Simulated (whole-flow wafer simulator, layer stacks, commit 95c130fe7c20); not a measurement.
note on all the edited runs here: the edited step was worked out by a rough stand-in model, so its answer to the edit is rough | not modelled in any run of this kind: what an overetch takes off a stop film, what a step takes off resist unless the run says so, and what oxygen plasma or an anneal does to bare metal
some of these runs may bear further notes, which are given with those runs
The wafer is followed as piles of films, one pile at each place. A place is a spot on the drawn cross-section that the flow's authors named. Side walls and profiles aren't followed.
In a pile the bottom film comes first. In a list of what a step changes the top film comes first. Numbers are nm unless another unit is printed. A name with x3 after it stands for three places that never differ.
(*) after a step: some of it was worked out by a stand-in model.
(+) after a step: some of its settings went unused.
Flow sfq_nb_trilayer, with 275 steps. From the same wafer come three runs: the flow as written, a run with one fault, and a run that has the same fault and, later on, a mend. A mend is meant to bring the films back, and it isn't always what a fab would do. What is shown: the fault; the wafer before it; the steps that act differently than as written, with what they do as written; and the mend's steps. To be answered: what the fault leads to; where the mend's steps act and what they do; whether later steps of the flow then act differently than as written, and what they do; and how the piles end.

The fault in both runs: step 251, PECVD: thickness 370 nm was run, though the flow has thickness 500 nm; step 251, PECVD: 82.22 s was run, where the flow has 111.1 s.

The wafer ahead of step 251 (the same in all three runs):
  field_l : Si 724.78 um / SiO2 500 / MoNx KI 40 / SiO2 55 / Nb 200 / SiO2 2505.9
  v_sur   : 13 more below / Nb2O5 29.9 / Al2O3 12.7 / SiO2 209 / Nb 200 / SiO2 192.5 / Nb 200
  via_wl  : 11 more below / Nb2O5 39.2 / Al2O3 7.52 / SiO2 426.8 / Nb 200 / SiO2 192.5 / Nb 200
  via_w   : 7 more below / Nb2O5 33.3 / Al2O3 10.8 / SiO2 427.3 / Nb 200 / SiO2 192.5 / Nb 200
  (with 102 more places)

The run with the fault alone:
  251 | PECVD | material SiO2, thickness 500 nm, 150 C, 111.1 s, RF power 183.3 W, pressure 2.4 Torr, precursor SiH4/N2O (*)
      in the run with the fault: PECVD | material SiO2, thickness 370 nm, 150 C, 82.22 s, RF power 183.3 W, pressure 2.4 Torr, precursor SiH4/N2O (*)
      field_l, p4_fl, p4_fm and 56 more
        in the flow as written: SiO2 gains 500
        in the run with the fault: SiO2 gains 370
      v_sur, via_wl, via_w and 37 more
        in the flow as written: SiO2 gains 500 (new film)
        in the run with the fault: SiO2 gains 370 (new film)
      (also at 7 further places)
  Steps further on in the flow that do not act as written (4 more steps, not shown, differ only slightly: by at most 2% or 0.5 nm, whichever is larger):
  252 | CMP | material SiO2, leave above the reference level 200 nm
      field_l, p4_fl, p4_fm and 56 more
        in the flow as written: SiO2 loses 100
        in the run with the fault: nothing
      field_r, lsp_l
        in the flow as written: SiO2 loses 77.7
        in the run with the fault: nothing
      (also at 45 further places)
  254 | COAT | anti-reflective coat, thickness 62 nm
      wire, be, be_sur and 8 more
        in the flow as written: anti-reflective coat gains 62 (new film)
        in the run with the fault: anti-reflective coat gains 60.6 (new film)
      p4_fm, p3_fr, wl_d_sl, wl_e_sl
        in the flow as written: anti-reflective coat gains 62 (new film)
        in the run with the fault: anti-reflective coat gains 63.6 (new film)
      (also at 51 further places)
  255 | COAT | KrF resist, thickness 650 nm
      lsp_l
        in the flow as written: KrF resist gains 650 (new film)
        in the run with the fault: KrF resist gains 667.1 (new film)
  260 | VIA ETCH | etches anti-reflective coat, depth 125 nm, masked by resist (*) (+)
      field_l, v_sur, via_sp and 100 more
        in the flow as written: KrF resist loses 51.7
        in the run with the fault: KrF resist loses 50.2
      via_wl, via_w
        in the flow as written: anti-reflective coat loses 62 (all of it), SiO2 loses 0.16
        in the run with the fault: anti-reflective coat loses 60.3 (all of it), SiO2 loses 0.15
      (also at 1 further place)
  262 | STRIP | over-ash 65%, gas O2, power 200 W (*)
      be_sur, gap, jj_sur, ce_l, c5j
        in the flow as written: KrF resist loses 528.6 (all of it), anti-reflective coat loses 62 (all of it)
        in the run with the fault: KrF resist loses 524.7 (all of it), anti-reflective coat loses 60.6 (all of it)
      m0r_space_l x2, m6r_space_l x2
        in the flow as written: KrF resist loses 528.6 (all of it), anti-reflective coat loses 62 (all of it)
        in the run with the fault: KrF resist loses 533.2 (all of it), anti-reflective coat loses 66.2 (all of it)
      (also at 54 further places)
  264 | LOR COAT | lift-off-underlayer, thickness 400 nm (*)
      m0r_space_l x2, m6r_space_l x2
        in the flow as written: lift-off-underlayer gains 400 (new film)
        in the run with the fault: lift-off-underlayer gains 408.4 (new film)
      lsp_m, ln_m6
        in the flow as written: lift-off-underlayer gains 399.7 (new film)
        in the run with the fault: lift-off-underlayer gains 391.5 (new film)
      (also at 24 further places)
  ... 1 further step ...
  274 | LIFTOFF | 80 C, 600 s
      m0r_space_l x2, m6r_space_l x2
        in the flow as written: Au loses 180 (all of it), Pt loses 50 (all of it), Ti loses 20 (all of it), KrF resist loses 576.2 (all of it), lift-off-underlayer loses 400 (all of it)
        in the run with the fault: Au loses 180 (all of it), Pt loses 50 (all of it), Ti loses 20 (all of it), KrF resist loses 576.8 (all of it), lift-off-underlayer loses 408.4 (all of it)
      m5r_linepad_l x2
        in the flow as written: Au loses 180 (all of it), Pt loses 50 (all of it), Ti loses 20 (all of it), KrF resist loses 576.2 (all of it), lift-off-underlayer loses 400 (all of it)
        in the run with the fault: Au loses 180 (all of it), Pt loses 50 (all of it), Ti loses 20 (all of it), KrF resist loses 573.3 (all of it), lift-off-underlayer loses 410.2 (all of it)
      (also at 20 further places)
  By the end, the piles at p4_fl, p4_fm, p4_w1 and 45 more depart from the flow's by more than 2% or 0.5 nm, whichever is larger.
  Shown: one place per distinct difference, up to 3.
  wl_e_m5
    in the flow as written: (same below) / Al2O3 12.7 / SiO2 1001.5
    in the run with the fault: (same below) / Al2O3 12.7 / SiO2 971.5
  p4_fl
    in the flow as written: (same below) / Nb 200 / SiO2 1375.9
    in the run with the fault: (same below) / Nb 200 / SiO2 1345.9
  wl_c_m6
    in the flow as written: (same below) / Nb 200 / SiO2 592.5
    in the run with the fault: (same below) / Nb 200 / SiO2 562.5

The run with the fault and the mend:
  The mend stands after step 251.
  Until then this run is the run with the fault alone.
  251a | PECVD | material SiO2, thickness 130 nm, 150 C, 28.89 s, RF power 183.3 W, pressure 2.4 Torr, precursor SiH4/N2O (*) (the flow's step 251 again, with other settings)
      field_l, v_sur, via_wl and 98 more
        SiO2 gains 130
      field_r, lsp_l
        SiO2 gains 124.9
      l0_sur, l0v
        SiO2 gains 127.1
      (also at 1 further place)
  Steps further on in the flow that do not act as written:
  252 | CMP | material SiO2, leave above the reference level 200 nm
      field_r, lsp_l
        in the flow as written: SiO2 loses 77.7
        in the run with the mend: SiO2 loses 79.5
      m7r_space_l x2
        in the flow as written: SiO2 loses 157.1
        in the run with the mend: SiO2 loses 100
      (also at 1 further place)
  The piles end the same as the flow's at every place that both follow.
